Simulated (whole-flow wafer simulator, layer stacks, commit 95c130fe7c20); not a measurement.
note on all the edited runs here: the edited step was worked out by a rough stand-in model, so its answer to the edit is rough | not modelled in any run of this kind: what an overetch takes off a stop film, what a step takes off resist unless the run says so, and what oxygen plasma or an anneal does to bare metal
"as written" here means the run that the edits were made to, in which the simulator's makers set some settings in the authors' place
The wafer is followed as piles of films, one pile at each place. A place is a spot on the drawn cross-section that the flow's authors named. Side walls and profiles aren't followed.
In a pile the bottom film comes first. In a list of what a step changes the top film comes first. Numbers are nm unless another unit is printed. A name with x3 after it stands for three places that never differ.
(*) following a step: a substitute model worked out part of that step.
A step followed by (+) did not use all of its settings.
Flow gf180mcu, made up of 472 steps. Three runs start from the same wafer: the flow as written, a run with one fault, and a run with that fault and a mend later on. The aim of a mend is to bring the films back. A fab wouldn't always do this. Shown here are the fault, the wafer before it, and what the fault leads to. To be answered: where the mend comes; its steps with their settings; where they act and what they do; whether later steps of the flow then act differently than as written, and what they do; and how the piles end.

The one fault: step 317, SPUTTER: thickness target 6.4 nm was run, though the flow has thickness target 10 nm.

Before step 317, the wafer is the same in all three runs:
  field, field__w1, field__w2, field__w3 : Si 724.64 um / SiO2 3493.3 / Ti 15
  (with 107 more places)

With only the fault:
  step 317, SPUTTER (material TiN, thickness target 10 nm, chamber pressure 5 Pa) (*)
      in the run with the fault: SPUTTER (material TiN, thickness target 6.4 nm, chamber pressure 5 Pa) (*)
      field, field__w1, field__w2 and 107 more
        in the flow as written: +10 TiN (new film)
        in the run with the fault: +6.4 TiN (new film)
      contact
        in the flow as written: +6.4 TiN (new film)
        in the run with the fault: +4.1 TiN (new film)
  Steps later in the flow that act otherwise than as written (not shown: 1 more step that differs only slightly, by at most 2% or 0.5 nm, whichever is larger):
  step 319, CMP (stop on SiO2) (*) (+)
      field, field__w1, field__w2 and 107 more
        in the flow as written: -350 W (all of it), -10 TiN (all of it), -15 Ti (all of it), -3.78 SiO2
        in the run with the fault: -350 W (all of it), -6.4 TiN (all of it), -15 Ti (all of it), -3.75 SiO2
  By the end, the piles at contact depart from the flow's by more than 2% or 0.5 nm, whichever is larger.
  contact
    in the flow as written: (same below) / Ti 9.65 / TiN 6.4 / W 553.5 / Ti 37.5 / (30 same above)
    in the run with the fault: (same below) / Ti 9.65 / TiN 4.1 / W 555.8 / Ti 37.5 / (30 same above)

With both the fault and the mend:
  The mend stands after step 317.
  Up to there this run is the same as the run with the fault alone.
  step 317a, SPUTTER (material TiN, thickness target 3.6 nm, chamber pressure 5 Pa) (*) (the flow's step 317, run once more with other settings)
      field, field__w1, field__w2 and 107 more
        +3.6 TiN
      contact
        +2.3 TiN
  Every later step of the flow that is run acts as written at every place that is followed.
  At every place that both follow, the piles at the end match the flow's.
